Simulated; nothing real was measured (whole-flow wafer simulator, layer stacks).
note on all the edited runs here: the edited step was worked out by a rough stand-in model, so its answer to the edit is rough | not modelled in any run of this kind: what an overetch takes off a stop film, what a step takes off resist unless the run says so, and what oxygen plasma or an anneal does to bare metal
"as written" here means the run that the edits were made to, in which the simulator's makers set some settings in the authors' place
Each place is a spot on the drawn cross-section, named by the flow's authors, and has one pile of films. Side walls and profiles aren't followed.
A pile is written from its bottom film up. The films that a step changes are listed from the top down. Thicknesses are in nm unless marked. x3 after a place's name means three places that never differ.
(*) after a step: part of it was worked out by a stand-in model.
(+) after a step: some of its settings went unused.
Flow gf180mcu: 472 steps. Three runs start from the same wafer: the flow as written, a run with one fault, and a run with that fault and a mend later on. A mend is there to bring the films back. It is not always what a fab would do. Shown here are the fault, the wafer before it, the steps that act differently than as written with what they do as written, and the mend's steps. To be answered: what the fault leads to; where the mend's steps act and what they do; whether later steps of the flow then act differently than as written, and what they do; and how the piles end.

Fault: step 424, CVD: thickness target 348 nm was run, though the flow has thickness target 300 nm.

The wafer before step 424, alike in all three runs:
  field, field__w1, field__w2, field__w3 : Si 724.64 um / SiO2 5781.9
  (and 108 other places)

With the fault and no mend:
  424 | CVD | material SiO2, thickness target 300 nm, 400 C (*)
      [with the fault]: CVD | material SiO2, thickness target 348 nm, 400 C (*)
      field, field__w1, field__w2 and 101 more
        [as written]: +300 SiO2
        [with the fault]: +348 SiO2
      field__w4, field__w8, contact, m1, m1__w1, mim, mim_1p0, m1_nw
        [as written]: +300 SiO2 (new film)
        [with the fault]: +348 SiO2 (new film)
  Steps further on in the flow that do not act as written (not shown: 2 more steps that differ only slightly, by at most 2% or 0.5 nm, whichever is larger):
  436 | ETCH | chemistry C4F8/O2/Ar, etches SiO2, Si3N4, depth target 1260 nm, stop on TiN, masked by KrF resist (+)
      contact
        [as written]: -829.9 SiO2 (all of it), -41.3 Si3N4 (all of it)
        [with the fault]: -877.9 SiO2 (all of it), -41.3 Si3N4 (all of it)
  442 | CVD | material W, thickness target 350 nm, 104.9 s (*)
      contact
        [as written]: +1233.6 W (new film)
        [with the fault]: +1281.9 W (new film)
  At field__w4, field__w8, contact, m1, m1__w1, mim, mim_1p0, m1_nw, the piles at the end differ from the flow's by more than 2% or 0.5 nm, whichever is larger.
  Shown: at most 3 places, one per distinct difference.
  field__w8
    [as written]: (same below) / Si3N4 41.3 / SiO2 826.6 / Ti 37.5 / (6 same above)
    [with the fault]: (same below) / Si3N4 41.3 / SiO2 874.6 / Ti 37.5 / (6 same above)
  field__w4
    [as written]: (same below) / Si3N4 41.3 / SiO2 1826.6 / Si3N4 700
    [with the fault]: (same below) / Si3N4 41.3 / SiO2 1874.6 / Si3N4 700
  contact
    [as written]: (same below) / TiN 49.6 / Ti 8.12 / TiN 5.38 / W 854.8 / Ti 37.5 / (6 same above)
    [with the fault]: (same below) / TiN 49.6 / Ti 7.9 / TiN 5.23 / W 903.2 / Ti 37.5 / (6 same above)

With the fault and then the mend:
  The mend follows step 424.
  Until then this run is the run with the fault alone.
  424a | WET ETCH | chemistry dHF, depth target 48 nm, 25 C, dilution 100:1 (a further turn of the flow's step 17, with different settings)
      field, field__w1, field__w2 and 109 more
        -48 SiO2
  Every later step of the flow that is run acts as written at every place that is followed.
  The piles end the same as the flow's at every place that both follow.
